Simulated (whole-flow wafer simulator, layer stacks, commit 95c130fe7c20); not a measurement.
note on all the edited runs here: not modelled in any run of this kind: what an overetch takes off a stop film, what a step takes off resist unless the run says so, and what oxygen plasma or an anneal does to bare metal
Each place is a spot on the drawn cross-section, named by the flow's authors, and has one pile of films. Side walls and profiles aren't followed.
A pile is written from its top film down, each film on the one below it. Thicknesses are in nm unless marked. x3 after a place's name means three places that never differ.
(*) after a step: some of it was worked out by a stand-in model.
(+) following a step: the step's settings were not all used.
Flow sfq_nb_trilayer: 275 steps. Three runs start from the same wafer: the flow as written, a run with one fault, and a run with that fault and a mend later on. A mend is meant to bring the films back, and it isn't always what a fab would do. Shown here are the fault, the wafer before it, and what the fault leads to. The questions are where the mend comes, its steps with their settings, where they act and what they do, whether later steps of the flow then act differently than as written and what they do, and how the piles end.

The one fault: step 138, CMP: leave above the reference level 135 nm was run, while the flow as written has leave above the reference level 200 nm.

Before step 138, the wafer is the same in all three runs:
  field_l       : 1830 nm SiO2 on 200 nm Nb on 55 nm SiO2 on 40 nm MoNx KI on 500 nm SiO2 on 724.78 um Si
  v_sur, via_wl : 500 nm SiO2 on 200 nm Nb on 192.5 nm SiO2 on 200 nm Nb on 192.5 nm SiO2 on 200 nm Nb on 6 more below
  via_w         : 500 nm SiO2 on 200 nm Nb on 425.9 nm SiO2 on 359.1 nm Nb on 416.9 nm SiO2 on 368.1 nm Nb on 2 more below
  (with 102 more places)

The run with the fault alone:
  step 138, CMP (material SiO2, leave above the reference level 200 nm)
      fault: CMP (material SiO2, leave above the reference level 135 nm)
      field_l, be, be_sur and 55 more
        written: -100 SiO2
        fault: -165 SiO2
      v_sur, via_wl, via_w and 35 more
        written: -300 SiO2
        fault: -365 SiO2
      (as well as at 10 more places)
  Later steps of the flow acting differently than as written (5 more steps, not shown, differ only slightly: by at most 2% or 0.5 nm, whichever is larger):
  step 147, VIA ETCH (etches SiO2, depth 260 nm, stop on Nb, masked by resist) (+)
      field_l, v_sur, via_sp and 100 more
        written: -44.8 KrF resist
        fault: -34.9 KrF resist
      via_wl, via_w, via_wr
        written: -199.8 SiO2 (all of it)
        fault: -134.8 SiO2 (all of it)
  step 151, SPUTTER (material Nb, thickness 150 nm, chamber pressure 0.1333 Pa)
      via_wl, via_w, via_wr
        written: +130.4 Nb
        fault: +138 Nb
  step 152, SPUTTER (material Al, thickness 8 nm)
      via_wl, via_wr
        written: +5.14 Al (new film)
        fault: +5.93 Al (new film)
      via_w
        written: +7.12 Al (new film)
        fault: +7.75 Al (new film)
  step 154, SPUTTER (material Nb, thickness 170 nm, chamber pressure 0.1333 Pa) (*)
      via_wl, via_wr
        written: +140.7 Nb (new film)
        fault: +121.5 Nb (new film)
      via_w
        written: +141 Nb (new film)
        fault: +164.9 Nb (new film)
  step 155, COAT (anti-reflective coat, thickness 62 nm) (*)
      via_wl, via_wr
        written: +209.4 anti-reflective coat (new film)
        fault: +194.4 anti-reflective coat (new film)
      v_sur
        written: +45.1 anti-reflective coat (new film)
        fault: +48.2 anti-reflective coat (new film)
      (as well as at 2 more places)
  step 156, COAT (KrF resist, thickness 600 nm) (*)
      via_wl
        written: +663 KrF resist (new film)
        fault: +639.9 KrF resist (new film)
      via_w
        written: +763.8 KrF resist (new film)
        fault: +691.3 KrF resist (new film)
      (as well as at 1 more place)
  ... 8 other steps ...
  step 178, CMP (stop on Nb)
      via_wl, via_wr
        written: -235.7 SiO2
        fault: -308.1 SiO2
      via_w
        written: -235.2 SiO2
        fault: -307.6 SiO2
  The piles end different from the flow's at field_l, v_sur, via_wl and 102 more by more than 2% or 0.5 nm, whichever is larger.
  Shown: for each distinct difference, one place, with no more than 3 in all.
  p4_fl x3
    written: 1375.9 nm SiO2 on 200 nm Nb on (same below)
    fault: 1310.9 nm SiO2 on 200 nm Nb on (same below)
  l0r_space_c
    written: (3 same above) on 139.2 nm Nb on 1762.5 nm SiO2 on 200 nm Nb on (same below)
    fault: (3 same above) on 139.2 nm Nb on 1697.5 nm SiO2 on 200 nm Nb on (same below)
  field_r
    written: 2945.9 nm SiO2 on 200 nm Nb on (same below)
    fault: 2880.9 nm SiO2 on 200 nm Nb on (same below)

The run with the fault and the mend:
  After step 139 comes the mend.
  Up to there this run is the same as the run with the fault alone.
  step 139a, PECVD (material SiO2, thickness 65 nm, 150 C, 14.44 s, RF power 183.3 W, pressure 2.4 Torr, precursor SiH4/N2O) (the flow's step 137 again, with other settings)
      field_l, v_sur, via_wl and 103 more
        +65 SiO2
  Later steps of the flow that are run all act as written at every place that is followed, up to a difference of at most 2% or 0.5 nm, whichever is larger.
  The piles end only slightly different from the flow's at the places that both follow, by no more than 2% or 0.5 nm, whichever is larger.
